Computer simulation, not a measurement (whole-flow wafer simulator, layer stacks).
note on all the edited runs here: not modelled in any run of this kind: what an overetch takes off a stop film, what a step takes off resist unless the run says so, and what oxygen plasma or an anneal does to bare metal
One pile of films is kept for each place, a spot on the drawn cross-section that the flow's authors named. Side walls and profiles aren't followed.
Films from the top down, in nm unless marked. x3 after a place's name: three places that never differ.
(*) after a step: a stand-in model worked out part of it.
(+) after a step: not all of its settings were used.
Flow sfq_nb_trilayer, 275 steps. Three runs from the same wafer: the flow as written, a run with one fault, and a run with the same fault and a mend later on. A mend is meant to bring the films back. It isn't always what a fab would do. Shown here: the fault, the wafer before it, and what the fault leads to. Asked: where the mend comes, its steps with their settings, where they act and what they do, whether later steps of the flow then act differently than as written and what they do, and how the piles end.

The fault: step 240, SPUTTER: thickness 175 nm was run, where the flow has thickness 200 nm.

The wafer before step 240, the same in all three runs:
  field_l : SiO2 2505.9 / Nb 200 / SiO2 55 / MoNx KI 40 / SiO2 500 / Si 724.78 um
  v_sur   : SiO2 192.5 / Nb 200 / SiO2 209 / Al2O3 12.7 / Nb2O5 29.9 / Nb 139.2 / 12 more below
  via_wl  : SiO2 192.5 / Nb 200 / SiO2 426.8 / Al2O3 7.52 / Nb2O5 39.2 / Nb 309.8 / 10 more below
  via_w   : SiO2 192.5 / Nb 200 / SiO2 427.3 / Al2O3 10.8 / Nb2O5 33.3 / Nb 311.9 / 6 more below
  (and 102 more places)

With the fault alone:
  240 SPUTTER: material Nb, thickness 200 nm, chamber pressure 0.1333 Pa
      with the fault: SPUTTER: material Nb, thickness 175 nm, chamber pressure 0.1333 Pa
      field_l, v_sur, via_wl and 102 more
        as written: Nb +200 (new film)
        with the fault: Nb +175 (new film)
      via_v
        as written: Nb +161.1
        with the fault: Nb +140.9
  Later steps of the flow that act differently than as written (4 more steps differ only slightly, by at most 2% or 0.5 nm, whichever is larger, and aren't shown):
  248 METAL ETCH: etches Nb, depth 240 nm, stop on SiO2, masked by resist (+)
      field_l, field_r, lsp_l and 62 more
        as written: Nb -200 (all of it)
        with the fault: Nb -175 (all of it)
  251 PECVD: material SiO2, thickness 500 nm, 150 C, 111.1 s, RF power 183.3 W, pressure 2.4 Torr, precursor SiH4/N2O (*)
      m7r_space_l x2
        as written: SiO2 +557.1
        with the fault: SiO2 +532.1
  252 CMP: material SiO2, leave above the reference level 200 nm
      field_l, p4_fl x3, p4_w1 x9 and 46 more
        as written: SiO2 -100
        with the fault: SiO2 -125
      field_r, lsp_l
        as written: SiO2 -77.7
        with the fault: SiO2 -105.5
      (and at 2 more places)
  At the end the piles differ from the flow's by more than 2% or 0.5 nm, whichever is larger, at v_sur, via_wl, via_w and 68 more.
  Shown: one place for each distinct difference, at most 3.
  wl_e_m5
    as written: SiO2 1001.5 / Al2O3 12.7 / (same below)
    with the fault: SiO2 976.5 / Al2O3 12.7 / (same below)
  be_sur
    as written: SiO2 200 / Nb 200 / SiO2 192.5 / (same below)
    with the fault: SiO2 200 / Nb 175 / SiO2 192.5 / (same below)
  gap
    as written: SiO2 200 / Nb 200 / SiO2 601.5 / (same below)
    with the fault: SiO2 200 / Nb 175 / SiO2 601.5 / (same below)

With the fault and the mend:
  The mend comes after step 240.
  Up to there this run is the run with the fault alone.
  240a SPUTTER: material Nb, thickness 25 nm, chamber pressure 0.1333 Pa (the flow's step 240 once more, with other settings)
      field_l, v_sur, via_wl and 102 more
        Nb +25
      via_v
        Nb +18
  No later step of the flow acts differently than as written, at any place that is followed, by more than 2% or 0.5 nm, whichever is larger.
  At the end the piles differ from the flow's only slightly at the places that both follow, by at most 2% or 0.5 nm, whichever is larger.
